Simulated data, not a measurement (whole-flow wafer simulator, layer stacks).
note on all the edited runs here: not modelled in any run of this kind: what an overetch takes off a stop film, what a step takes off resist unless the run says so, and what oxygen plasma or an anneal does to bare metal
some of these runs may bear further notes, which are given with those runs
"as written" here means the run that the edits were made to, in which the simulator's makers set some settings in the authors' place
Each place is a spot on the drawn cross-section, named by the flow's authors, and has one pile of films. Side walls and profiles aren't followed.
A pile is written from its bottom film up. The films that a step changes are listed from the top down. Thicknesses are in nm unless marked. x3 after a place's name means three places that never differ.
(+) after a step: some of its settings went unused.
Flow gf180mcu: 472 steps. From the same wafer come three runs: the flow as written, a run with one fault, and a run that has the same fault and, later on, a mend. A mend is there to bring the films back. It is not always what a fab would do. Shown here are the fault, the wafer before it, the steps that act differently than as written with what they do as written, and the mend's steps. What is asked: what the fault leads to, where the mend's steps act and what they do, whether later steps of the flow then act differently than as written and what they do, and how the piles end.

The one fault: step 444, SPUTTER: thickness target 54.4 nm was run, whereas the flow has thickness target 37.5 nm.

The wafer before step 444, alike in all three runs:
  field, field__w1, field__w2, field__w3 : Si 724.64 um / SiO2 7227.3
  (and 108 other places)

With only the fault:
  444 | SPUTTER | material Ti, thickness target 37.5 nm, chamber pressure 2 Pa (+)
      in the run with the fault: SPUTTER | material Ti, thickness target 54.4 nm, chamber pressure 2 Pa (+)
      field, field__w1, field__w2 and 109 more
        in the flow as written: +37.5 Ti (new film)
        in the run with the fault: +54.4 Ti (new film)
  Later steps of the flow acting differently than as written (not shown: 4 more steps that differ only slightly, by at most 2% or 0.5 nm, whichever is larger):
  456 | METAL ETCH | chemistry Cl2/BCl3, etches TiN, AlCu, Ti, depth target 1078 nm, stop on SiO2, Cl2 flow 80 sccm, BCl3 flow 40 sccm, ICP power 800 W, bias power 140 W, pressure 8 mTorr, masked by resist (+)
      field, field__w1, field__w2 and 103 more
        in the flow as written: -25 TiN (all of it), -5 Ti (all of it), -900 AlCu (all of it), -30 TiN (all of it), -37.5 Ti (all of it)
        in the run with the fault: -25 TiN (all of it), -5 Ti (all of it), -900 AlCu (all of it), -30 TiN (all of it), -54.4 Ti (all of it)
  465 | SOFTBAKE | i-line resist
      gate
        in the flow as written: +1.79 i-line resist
        in the run with the fault: -0.22 i-line resist
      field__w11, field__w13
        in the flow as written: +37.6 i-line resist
        in the run with the fault: +31.8 i-line resist
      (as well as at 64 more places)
  By the end, the piles at field__w8, contact, m1, m1__w1, pad, m1_nw depart from the flow's by more than 2% or 0.5 nm, whichever is larger.
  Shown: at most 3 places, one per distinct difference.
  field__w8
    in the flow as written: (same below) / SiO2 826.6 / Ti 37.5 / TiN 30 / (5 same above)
    in the run with the fault: (same below) / SiO2 826.6 / Ti 54.4 / TiN 30 / (5 same above)
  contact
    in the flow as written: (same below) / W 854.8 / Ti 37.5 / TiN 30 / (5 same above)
    in the run with the fault: (same below) / W 854.8 / Ti 54.4 / TiN 30 / (5 same above)
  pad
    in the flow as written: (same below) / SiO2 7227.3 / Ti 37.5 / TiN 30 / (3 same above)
    in the run with the fault: (same below) / SiO2 7227.3 / Ti 54.4 / TiN 30 / (3 same above)

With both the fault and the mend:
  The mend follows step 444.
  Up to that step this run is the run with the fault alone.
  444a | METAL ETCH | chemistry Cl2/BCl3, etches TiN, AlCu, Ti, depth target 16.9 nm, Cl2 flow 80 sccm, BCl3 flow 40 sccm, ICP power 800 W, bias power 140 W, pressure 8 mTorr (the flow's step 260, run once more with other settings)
      field, field__w1, field__w2 and 109 more
        -16.9 Ti
  Every later step of the flow that is run acts as written at every place that is followed.
  The piles end the same as the flow's at every place that both follow.
